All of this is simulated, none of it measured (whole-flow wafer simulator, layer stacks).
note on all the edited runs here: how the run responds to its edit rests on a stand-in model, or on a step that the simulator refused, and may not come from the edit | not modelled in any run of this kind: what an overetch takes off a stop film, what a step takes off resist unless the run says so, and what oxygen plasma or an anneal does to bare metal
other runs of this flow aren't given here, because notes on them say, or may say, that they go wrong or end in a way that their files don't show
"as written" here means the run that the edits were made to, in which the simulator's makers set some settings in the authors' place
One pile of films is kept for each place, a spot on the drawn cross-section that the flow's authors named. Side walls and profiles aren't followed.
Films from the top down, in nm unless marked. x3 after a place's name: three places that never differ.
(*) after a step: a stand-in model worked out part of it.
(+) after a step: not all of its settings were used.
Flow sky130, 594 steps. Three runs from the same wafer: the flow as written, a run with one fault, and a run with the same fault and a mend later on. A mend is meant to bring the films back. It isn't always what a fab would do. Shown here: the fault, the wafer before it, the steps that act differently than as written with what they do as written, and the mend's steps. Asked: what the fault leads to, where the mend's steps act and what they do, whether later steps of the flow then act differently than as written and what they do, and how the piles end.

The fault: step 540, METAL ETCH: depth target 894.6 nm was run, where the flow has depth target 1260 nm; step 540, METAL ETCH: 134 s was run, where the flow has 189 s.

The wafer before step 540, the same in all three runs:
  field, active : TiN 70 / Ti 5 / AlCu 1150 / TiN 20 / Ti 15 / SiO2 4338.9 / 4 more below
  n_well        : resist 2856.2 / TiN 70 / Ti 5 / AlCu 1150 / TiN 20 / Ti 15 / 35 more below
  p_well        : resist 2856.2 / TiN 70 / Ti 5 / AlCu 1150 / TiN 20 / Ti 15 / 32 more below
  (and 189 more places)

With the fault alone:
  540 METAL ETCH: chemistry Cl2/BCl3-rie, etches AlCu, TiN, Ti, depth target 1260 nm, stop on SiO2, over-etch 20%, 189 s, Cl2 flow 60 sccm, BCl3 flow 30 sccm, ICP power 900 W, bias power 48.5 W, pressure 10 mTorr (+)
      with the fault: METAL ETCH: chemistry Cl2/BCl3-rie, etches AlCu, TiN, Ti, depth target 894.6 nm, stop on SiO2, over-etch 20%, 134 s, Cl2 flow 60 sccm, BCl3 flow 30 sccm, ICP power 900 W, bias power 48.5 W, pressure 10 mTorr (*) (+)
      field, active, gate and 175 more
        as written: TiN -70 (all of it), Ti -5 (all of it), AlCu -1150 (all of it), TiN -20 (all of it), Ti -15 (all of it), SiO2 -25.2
        with the fault: TiN -70 (all of it), Ti -5 (all of it), AlCu -998.5
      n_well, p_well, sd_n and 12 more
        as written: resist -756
        with the fault: resist -536.8
  Later steps of the flow that act differently than as written (4 more steps differ only slightly, by at most 2% or 0.5 nm, whichever is larger, and aren't shown):
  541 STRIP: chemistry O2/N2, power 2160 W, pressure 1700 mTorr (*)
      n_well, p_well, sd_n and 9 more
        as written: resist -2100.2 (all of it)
        with the fault: resist -2319.4 (all of it)
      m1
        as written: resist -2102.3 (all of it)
        with the fault: resist -2321.6 (all of it)
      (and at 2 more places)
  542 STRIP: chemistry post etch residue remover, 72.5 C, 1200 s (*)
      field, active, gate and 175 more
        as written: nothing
        with the fault: AlCu -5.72
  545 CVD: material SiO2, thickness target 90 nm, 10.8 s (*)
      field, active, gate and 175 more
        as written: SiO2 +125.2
        with the fault: SiO2 +125.2 (new film)
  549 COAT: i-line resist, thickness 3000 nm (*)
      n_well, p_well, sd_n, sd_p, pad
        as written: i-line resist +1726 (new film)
        with the fault: i-line resist +1930.3 (new film)
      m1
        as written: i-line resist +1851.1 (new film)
        with the fault: i-line resist +2026.1 (new film)
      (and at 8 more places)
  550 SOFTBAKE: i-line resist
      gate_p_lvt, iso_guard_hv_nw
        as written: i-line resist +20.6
        with the fault: i-line resist +16.4
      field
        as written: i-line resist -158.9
        with the fault: i-line resist -137.3
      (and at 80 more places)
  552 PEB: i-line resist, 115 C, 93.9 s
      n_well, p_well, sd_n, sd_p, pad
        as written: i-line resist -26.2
        with the fault: i-line resist -29.7
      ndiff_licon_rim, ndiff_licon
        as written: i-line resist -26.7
        with the fault: i-line resist -30.1
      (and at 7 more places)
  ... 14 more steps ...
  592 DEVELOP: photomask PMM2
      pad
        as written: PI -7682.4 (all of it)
        with the fault: PI -7888.4 (all of it)
  At the end the piles differ from the flow's by more than 2% or 0.5 nm, whichever is larger, at field, active, n_well and 188 more.
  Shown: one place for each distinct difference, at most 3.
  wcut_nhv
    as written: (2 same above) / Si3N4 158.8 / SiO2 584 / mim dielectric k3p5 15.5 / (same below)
    with the fault: (2 same above) / Si3N4 158.8 / SiO2 125.2 / AlCu 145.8 / TiN 20 / Ti 15 / SiO2 484 / mim dielectric k3p5 15.5 / (same below)
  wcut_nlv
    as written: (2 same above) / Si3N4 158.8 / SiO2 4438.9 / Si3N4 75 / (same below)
    with the fault: (2 same above) / Si3N4 158.8 / SiO2 125.2 / AlCu 145.8 / TiN 20 / Ti 15 / SiO2 4338.9 / Si3N4 75 / (same below)
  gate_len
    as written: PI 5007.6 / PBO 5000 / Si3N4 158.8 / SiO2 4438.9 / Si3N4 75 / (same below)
    with the fault: PI 5007.7 / PBO 5000 / Si3N4 158.8 / SiO2 125.2 / AlCu 145.8 / TiN 20 / Ti 15 / SiO2 4338.9 / Si3N4 75 / (same below)

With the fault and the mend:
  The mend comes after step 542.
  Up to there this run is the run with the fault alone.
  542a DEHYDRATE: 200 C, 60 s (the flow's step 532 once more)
      changes no film at any place that is followed
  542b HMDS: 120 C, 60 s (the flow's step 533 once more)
      changes no film at any place that is followed
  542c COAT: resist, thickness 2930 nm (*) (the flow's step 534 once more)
      dice_street, vpp_sp, vpp_ln and 72 more
        resist +2930 (new film)
      active_p_hvt, gate_p_lvt_sd, active_p_lvt and 6 more
        resist +2932.9 (new film)
      active, spacer, vpp_guard, drift_pwde, hv_encl, gate_lvt_sd, active_lvt, spacer_lvt
        resist +2933.2 (new film)
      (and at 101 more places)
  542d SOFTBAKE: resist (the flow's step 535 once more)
      gate_p_hvt_sd, active_p_hvt, spacer_p_hvt
        resist -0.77
      iso_guard_nw, gate_p_g5v0_sd, field_nw_hv
        resist -0.8
      vpp_guard, rpm_encl_psd_hv
        resist +10
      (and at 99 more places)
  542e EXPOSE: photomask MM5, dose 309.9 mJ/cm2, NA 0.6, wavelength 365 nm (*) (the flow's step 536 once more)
      changes no film at any place that is followed
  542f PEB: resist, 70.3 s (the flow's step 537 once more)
      dice_street, vpp_sp, vpp_ln and 76 more
        resist -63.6
      field, active, spacer and 24 more
        resist -63.7
      sd_hvn, vpp_guard, varactor_hvt and 14 more
        resist -63.9
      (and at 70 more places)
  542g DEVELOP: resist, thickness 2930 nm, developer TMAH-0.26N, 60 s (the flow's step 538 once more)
      vpp_sp, vpp_ln, vpp_iso1 and 71 more
        resist -2866.4 (all of it)
      gate_p_hvt_sd, active_p_hvt, spacer_p_hvt and 6 more
        resist -2868.5 (all of it)
      mim_edge_plate_strap, mim_edge_plate, mim_edge_gap, mim_edge_gap_sheet
        resist -2867.7 (all of it)
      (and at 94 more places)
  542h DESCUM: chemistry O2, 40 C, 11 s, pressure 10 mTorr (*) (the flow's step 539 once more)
      n_well, p_well, sd_n and 12 more
        resist -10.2
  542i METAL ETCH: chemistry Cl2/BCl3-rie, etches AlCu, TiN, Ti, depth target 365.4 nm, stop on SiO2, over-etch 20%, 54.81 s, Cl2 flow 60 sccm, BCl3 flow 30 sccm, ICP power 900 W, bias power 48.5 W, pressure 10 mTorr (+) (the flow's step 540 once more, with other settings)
      field, active, gate and 175 more
        AlCu -145.8 (all of it), TiN -20 (all of it), Ti -15 (all of it), SiO2 -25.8
      n_well, p_well, sd_n and 12 more
        resist -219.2
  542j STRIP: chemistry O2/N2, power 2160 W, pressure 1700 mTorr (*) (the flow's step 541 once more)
      n_well, p_well, sd_n, sd_p, pad
        resist -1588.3 (all of it)
      ndiff_licon_rim, ndiff_licon
        resist -1604.3 (all of it)
      m1
        resist -1608.6 (all of it)
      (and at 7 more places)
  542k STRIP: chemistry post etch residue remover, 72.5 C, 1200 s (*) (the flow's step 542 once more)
      n_well, p_well, sd_n and 12 more
        TiN -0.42
  No later step of the flow acts differently than as written, at any place that is followed, by more than 2% or 0.5 nm, whichever is larger.
  At the end the piles differ from the flow's only slightly at the places that both follow, by at most 2% or 0.5 nm, whichever is larger.
